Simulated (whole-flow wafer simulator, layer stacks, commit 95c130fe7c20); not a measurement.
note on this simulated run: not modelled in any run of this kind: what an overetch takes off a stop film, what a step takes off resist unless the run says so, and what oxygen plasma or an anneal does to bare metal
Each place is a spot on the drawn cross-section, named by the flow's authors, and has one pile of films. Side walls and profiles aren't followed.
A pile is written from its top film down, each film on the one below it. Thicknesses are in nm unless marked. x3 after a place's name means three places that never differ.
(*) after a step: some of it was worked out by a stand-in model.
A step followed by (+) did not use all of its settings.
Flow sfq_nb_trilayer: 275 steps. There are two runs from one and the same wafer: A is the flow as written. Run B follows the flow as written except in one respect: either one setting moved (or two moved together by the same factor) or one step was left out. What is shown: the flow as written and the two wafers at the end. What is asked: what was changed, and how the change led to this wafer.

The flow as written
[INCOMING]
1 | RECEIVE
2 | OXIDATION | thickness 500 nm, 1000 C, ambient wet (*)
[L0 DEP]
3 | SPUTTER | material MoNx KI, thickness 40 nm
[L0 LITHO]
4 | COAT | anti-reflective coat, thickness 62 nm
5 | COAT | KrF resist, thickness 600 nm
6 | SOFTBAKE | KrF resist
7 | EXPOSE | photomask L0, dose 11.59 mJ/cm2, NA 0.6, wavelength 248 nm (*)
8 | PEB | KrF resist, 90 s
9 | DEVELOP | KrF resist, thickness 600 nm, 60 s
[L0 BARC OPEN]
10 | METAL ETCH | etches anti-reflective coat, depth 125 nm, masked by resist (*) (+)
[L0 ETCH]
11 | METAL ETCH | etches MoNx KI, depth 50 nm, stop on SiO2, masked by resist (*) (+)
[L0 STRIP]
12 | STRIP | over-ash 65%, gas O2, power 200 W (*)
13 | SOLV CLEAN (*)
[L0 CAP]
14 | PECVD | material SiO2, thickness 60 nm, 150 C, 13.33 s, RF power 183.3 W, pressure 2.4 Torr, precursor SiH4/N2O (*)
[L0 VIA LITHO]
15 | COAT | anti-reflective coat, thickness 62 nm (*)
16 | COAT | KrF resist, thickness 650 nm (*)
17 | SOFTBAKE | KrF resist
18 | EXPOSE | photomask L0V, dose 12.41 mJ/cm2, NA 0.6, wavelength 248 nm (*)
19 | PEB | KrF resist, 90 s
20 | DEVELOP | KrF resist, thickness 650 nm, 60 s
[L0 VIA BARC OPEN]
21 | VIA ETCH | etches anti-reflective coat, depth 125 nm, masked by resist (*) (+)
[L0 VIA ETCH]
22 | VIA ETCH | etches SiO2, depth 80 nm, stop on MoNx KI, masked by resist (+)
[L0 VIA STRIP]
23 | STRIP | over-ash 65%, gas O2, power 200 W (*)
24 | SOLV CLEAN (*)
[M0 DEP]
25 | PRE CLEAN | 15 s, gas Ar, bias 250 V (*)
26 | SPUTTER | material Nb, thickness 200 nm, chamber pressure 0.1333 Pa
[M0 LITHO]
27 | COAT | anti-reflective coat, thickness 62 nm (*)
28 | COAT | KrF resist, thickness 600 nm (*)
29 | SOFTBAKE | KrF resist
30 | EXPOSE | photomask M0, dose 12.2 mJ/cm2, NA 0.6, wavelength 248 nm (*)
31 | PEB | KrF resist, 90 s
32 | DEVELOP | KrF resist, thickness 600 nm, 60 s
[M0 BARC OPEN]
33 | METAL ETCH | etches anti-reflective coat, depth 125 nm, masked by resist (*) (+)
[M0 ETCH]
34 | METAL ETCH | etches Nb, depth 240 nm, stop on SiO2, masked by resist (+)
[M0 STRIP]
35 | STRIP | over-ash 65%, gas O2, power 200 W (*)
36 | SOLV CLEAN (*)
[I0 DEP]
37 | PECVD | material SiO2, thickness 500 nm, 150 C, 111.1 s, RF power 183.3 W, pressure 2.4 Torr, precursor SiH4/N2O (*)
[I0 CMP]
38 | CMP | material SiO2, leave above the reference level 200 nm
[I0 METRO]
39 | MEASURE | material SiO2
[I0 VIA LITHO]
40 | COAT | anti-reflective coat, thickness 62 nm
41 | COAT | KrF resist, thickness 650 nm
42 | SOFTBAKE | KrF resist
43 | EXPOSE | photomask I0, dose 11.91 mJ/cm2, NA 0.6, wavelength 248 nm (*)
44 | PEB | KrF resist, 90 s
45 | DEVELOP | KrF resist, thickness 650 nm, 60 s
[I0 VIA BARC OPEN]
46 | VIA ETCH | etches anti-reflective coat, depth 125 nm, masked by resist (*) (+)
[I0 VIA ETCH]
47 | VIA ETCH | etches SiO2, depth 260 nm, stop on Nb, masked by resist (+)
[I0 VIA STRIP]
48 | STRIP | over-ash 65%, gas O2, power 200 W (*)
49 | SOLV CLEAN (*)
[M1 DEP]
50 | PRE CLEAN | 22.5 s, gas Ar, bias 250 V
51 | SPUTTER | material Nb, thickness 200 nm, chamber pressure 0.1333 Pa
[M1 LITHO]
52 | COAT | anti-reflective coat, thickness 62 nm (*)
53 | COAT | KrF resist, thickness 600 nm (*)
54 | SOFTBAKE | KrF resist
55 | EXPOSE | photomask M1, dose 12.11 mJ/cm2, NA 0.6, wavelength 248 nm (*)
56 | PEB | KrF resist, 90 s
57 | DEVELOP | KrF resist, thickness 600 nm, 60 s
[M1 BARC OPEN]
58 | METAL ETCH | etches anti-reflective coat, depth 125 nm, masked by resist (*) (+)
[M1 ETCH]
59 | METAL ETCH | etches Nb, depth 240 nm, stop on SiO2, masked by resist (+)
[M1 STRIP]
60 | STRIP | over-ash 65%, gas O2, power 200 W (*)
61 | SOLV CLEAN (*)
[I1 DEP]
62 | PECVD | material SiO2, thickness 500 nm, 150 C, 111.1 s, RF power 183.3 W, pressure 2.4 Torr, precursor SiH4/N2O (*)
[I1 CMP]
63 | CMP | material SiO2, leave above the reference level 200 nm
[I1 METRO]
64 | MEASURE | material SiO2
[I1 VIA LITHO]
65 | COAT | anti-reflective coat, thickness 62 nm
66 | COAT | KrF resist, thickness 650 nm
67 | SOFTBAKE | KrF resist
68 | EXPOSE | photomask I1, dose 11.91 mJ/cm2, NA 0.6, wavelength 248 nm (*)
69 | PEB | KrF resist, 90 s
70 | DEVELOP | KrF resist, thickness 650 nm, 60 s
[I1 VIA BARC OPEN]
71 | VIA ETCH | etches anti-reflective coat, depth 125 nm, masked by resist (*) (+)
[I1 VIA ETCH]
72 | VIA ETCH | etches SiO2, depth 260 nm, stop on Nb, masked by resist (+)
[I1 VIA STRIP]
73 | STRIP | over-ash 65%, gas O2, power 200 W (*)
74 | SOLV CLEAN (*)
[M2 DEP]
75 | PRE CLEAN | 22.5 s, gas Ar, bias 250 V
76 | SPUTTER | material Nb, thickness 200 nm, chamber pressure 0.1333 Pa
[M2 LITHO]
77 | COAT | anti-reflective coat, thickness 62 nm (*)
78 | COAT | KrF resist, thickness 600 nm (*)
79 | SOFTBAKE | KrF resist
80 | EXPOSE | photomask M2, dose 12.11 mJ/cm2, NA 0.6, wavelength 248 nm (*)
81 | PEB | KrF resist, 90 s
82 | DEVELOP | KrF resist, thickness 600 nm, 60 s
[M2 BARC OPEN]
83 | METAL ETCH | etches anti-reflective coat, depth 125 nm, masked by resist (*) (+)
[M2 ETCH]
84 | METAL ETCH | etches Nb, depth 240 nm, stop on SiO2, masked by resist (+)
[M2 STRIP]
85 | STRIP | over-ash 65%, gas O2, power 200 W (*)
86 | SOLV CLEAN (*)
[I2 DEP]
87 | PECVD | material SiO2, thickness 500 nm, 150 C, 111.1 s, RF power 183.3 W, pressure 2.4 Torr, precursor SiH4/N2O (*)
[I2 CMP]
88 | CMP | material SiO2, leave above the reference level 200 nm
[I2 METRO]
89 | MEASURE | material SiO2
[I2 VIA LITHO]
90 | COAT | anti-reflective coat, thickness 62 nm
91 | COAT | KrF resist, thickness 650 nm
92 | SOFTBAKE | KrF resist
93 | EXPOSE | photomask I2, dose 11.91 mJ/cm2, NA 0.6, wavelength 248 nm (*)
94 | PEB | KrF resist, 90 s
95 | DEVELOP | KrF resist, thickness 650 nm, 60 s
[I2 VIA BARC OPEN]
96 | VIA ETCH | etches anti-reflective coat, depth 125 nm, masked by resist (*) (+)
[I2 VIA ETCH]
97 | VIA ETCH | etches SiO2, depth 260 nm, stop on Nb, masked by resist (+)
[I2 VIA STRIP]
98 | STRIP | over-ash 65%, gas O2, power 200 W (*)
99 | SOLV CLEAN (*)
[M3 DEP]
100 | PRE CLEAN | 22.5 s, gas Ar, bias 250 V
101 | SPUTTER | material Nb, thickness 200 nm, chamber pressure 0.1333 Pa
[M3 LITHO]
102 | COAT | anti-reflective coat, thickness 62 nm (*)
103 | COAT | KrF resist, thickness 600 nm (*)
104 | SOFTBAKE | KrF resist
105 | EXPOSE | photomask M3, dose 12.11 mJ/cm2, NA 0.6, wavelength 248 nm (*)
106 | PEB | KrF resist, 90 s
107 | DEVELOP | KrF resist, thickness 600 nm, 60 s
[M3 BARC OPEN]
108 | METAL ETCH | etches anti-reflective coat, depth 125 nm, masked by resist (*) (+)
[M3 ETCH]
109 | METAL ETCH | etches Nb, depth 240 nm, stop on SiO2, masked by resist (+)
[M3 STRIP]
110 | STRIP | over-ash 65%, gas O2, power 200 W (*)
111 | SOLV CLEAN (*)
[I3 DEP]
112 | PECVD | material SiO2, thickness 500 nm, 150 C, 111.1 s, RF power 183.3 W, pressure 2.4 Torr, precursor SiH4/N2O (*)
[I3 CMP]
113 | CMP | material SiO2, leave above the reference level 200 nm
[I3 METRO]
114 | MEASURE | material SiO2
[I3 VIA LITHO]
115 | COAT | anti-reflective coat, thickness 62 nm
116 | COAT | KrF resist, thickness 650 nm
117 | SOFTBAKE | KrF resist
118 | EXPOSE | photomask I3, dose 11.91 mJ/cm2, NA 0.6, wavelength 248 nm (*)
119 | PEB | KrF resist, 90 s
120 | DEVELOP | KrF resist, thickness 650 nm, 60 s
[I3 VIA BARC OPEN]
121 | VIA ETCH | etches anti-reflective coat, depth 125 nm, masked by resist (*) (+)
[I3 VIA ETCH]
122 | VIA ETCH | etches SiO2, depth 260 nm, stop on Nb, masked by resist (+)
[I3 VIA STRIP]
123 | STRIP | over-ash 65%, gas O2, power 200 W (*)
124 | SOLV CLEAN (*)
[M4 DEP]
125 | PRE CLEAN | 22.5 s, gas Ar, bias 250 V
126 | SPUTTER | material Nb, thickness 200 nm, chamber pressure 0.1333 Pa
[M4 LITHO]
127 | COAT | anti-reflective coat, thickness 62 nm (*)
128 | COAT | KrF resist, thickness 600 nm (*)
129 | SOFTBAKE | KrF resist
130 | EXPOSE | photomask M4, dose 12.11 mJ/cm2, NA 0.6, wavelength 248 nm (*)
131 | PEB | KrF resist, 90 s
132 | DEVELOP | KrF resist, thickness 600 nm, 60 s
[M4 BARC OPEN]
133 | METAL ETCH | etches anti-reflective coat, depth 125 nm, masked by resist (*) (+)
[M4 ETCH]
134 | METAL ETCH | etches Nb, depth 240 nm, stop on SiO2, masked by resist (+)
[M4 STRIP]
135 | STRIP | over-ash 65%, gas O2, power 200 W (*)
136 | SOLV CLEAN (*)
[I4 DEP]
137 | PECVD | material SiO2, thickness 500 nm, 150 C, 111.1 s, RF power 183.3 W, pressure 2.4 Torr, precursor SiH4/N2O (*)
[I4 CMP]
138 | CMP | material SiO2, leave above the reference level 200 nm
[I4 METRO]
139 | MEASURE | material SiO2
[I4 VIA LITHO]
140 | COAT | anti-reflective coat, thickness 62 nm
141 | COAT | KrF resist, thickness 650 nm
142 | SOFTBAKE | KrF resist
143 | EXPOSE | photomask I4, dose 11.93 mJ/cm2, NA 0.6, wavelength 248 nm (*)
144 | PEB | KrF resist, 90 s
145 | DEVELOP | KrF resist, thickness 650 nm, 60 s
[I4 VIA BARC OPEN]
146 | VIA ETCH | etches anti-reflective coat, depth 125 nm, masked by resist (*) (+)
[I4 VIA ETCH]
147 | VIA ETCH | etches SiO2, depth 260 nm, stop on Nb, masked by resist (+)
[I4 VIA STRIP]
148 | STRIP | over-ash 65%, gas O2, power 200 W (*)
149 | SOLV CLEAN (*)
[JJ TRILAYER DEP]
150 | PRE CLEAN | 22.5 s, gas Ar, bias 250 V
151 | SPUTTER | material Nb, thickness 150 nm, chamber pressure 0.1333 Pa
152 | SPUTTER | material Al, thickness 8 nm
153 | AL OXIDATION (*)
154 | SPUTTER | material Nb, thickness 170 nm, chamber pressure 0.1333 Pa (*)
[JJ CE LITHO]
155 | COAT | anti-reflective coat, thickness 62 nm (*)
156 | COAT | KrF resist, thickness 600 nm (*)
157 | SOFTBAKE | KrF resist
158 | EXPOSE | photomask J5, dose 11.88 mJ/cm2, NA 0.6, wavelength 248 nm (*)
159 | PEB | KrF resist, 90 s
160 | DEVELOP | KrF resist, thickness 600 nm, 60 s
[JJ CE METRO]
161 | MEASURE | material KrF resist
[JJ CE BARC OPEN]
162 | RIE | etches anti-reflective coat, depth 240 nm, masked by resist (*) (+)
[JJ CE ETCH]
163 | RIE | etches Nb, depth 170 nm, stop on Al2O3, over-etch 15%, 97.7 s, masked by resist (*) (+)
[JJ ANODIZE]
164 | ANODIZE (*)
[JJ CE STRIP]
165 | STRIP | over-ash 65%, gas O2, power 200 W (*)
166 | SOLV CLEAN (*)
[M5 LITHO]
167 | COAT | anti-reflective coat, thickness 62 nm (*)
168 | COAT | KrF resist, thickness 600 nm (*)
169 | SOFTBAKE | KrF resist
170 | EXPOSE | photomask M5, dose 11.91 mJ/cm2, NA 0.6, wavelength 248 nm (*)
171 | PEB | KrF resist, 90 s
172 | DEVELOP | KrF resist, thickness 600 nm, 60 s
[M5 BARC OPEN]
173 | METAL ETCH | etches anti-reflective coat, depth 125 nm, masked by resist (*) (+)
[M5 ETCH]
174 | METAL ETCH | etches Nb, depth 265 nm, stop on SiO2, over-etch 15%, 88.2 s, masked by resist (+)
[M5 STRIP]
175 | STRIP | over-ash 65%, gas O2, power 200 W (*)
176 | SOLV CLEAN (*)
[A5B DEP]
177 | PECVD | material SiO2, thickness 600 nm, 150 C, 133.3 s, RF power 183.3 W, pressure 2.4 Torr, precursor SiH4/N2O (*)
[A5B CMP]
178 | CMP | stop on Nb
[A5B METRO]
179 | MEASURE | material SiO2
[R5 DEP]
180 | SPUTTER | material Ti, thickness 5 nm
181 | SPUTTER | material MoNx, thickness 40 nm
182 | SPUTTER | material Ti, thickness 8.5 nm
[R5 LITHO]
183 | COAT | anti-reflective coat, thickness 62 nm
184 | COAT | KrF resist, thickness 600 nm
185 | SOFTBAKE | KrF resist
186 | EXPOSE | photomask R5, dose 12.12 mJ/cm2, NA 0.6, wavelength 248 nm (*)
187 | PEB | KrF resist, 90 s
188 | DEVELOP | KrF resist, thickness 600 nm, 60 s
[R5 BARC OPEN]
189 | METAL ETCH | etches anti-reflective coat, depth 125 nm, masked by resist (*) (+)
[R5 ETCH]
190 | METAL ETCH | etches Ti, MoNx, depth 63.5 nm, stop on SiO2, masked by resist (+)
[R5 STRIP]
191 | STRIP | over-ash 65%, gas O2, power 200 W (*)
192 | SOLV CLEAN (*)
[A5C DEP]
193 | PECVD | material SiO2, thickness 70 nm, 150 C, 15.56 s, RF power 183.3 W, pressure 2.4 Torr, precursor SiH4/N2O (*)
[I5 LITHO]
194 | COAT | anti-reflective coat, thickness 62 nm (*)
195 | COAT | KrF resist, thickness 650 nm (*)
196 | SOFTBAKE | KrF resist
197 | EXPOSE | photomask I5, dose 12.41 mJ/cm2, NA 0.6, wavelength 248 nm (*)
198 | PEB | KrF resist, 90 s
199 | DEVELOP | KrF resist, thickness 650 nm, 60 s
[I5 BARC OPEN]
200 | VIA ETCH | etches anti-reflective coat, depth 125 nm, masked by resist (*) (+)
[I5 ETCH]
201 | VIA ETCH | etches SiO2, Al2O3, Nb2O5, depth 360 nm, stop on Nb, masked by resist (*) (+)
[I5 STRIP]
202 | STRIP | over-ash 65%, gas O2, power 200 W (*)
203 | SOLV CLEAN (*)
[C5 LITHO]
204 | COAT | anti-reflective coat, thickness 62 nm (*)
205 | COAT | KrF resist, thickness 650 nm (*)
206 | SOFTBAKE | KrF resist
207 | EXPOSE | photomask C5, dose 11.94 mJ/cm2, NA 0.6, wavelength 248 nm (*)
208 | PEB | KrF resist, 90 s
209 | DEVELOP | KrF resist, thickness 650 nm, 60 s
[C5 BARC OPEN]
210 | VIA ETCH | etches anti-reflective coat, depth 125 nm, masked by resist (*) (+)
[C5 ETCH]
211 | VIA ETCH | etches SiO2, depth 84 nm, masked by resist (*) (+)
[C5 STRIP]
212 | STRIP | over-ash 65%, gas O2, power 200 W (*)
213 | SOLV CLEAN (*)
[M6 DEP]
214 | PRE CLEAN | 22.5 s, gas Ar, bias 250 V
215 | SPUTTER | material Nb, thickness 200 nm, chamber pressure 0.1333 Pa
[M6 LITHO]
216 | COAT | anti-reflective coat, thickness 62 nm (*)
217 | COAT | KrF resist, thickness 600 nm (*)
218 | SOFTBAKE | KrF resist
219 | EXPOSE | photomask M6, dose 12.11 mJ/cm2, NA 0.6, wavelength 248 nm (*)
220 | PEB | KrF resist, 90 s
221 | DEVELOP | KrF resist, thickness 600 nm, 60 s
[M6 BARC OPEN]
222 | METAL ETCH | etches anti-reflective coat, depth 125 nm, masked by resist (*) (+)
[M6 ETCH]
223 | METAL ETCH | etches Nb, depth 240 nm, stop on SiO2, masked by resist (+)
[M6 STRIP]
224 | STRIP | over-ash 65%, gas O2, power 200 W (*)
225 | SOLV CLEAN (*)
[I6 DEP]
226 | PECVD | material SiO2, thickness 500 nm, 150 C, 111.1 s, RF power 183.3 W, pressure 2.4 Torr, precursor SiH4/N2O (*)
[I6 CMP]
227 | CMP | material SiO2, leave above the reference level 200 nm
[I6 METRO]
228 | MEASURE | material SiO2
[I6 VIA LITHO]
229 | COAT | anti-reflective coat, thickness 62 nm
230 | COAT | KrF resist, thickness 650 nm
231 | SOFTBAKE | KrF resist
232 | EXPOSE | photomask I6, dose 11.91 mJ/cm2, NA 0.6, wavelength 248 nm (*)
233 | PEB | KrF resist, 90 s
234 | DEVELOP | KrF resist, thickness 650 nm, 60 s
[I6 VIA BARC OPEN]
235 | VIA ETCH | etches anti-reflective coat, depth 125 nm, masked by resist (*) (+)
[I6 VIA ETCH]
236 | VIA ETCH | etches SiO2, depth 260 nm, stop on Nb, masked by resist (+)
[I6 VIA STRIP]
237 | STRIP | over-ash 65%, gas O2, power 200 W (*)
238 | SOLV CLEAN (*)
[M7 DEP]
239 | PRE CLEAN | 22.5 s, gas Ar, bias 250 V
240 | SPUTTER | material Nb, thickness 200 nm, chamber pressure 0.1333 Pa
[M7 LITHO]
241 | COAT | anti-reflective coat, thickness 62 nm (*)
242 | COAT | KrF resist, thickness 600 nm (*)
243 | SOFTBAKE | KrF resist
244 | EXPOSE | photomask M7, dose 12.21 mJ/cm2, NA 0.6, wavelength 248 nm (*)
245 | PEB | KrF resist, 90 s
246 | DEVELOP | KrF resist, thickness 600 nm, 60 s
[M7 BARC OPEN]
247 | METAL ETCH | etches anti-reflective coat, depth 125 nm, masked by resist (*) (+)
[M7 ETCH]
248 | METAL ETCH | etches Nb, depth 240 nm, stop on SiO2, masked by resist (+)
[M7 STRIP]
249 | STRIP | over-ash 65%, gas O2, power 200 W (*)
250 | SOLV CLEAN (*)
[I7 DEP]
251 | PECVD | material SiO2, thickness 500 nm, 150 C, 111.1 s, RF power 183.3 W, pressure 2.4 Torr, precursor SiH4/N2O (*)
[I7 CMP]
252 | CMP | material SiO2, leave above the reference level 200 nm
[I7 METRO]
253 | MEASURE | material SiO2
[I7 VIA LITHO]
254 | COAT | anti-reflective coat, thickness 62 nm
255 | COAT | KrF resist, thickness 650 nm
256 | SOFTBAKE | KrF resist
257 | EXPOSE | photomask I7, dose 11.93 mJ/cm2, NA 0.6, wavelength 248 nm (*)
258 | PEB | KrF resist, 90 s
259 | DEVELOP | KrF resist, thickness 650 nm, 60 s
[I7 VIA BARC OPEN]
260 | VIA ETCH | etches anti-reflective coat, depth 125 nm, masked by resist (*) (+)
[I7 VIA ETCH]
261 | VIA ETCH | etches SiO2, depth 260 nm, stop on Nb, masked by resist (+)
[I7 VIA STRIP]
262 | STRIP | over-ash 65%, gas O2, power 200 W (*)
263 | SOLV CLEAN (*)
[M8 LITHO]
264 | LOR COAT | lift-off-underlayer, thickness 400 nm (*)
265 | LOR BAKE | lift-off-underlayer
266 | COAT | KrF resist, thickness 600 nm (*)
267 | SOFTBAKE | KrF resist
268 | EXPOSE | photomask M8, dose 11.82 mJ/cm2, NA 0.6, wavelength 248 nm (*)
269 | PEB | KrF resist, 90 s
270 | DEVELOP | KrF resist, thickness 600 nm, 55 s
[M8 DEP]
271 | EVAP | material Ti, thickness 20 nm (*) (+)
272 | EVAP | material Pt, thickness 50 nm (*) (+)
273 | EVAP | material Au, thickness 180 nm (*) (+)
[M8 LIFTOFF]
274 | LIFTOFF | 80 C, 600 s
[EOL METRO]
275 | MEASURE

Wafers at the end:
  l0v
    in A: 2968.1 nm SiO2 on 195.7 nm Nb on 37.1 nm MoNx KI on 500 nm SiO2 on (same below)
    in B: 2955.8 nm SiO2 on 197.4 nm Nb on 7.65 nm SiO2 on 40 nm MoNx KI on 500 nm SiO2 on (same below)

The reason: step 22, VIA ETCH: depth 47.2 nm was run, though the flow has depth 80 nm.

How this came from the change, step by step:
  22 | VIA ETCH | etches SiO2, depth 80 nm, stop on MoNx KI, masked by resist (+)
      l0v: A -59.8 SiO2 (all of it) | B -47.2 SiO2
      field_l, v_sur, via_wl and 102 more: A -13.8 KrF resist | B -8.14 KrF resist
  25 | PRE CLEAN | 15 s, gas Ar, bias 250 V (*)
      l0v: A -2.91 MoNx KI | B -5 SiO2
  27 | COAT | anti-reflective coat, thickness 62 nm (*)
      l0_sur: A +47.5 anti-reflective coat (new film) | B +48.7 anti-reflective coat (new film)
      l0v: A +78 anti-reflective coat (new film) | B +74.8 anti-reflective coat (new film)
  35 | STRIP | over-ash 65%, gas O2, power 200 W (*)
      l0_sur: A -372 KrF resist (all of it), -47.5 anti-reflective coat (all of it) | B -372.6 KrF resist (all of it), -48.7 anti-reflective coat (all of it)
      l0v: A -405.3 KrF resist (all of it), -78 anti-reflective coat (all of it) | B -398.7 KrF resist (all of it), -74.8 anti-reflective coat (all of it)
  38 | CMP | material SiO2, leave above the reference level 200 nm
      l0v: A -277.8 SiO2 | B -290.1 SiO2
With metal films that touch counted as one body, l0v has 2 bodies (between them, from the top down: SiO2 7.65); the flow as written gives 1 body.
